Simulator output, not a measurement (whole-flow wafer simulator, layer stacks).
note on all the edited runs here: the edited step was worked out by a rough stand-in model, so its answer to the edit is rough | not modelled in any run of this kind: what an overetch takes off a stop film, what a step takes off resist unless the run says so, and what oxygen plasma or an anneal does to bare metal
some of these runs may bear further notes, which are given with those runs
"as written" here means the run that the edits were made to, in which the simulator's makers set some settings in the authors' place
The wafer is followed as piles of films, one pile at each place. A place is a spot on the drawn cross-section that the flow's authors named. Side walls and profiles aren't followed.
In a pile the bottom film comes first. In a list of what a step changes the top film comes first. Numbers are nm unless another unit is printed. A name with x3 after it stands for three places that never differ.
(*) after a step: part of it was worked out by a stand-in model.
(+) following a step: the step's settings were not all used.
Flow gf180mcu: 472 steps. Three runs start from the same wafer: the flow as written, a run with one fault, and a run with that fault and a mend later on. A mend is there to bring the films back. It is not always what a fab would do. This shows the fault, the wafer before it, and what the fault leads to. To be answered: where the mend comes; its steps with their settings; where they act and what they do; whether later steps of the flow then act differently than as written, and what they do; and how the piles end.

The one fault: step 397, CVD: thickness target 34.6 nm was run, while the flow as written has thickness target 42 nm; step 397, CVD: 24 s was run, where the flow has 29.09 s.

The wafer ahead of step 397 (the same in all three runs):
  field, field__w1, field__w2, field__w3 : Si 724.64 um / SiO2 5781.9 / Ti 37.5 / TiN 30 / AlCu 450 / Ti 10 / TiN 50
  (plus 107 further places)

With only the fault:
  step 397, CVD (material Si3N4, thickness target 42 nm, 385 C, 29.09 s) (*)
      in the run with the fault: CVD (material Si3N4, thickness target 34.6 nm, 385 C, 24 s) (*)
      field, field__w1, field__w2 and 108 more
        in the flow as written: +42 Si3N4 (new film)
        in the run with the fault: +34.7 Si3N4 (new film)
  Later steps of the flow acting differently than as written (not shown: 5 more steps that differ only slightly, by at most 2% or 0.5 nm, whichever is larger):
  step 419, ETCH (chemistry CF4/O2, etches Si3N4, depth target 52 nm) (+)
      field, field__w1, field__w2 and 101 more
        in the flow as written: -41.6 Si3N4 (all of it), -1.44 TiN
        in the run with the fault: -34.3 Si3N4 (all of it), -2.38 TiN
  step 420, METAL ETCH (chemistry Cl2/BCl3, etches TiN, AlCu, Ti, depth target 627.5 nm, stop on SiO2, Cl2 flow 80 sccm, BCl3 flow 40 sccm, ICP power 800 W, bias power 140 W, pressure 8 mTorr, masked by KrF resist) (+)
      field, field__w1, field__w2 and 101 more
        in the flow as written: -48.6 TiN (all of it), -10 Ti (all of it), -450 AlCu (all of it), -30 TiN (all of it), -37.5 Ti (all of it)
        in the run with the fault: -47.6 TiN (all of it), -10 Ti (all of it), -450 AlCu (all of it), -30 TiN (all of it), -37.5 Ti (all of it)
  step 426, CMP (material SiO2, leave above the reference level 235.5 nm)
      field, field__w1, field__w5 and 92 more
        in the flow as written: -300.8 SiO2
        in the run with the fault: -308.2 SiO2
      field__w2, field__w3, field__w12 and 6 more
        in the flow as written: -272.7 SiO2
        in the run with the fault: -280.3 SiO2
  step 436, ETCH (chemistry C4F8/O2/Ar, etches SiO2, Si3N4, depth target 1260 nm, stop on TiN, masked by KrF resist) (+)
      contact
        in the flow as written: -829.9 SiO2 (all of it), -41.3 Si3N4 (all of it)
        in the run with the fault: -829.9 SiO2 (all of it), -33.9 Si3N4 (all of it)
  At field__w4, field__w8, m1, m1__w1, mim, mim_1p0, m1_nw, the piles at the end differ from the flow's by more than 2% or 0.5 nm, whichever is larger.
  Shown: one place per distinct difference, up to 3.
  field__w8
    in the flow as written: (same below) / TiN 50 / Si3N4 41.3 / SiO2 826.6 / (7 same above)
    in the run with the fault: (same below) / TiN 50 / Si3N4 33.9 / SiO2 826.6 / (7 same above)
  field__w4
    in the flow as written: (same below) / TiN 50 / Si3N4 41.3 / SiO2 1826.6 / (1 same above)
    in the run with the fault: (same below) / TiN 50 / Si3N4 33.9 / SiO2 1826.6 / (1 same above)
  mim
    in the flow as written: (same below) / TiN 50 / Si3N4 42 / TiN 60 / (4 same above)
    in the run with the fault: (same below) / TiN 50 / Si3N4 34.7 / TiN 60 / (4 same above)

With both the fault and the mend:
  After step 397 comes the mend.
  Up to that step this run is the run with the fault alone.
  step 397a, CVD (material Si3N4, thickness target 7.4 nm, 385 C, 5.125 s) (a further turn of the flow's step 397, with different settings)
      field, field__w1, field__w2 and 108 more
        +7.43 Si3N4
  None of the later steps of the flow differs from how it acts as written, at any place that is followed, by more than 2% or 0.5 nm, whichever is larger.
  When the end is reached, the piles differ only a little from the flow's at the places that both follow, at most by 2% or 0.5 nm, whichever is larger.
